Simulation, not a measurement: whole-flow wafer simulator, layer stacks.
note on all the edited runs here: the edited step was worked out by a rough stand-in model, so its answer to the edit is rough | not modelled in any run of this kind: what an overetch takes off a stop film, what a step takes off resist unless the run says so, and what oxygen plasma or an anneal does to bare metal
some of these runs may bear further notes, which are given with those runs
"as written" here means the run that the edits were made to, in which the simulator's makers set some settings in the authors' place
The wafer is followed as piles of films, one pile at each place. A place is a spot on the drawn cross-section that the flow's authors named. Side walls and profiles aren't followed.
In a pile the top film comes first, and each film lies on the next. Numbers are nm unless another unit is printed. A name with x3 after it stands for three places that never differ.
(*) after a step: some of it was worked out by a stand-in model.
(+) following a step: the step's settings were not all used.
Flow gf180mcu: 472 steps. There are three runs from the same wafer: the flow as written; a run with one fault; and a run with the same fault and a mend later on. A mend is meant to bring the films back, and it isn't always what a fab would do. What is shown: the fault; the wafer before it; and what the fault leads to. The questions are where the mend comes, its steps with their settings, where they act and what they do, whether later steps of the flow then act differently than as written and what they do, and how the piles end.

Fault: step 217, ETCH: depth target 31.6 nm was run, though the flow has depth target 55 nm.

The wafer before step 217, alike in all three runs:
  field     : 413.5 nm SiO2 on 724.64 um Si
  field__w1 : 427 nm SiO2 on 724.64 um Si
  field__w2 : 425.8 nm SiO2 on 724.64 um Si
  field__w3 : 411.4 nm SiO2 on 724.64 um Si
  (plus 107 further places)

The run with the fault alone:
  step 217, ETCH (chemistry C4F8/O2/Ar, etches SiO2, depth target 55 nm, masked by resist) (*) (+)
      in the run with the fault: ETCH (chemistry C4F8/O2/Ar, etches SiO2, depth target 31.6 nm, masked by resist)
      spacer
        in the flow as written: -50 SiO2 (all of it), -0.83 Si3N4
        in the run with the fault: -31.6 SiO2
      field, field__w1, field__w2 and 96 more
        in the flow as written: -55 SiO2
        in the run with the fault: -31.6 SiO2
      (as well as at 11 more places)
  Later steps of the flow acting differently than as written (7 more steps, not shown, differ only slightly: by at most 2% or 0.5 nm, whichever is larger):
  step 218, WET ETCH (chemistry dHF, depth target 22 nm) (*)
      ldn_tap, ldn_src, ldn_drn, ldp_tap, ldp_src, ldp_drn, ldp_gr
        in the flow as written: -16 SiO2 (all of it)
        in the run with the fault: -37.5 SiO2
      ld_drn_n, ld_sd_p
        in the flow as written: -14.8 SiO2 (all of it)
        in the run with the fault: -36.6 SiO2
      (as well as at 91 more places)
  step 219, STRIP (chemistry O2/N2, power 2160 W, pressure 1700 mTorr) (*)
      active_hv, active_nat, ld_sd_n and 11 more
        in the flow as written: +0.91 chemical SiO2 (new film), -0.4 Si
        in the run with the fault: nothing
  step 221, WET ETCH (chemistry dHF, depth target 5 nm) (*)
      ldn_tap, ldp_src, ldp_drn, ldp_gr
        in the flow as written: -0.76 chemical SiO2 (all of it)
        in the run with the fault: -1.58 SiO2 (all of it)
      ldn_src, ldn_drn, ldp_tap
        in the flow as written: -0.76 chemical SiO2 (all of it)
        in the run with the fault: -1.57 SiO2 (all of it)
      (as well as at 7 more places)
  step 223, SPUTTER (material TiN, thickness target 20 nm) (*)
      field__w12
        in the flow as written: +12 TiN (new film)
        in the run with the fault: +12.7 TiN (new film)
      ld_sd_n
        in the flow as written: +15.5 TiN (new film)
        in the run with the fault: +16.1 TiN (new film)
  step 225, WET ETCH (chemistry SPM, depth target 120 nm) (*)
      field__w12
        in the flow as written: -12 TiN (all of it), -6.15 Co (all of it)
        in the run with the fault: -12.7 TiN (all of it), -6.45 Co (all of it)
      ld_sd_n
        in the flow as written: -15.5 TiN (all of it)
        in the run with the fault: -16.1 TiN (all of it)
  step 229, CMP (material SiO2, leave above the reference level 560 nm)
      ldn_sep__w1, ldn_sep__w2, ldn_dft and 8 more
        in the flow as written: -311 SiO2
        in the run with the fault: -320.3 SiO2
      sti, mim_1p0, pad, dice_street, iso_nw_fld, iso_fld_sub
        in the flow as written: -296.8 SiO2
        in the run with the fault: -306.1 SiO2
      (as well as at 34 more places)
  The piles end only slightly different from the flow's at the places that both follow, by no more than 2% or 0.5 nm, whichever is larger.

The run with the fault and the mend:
  The mend stands after step 217.
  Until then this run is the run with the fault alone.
  step 217a, ETCH (chemistry C4F8/O2/Ar, etches SiO2, depth target 23.4 nm, masked by resist) (*) (+) (the flow's step 217, run once more with other settings)
      field, field__w1, field__w2 and 96 more
        -23.4 SiO2
      field__w5, field__w9, field__w13 and 8 more
        -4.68 resist
      spacer
        -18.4 SiO2 (all of it), -0.83 Si3N4
  None of the later steps of the flow differs from how it acts as written, at any place that is followed, by more than 2% or 0.5 nm, whichever is larger.
  The piles end only slightly different from the flow's at the places that both follow, by no more than 2% or 0.5 nm, whichever is larger.
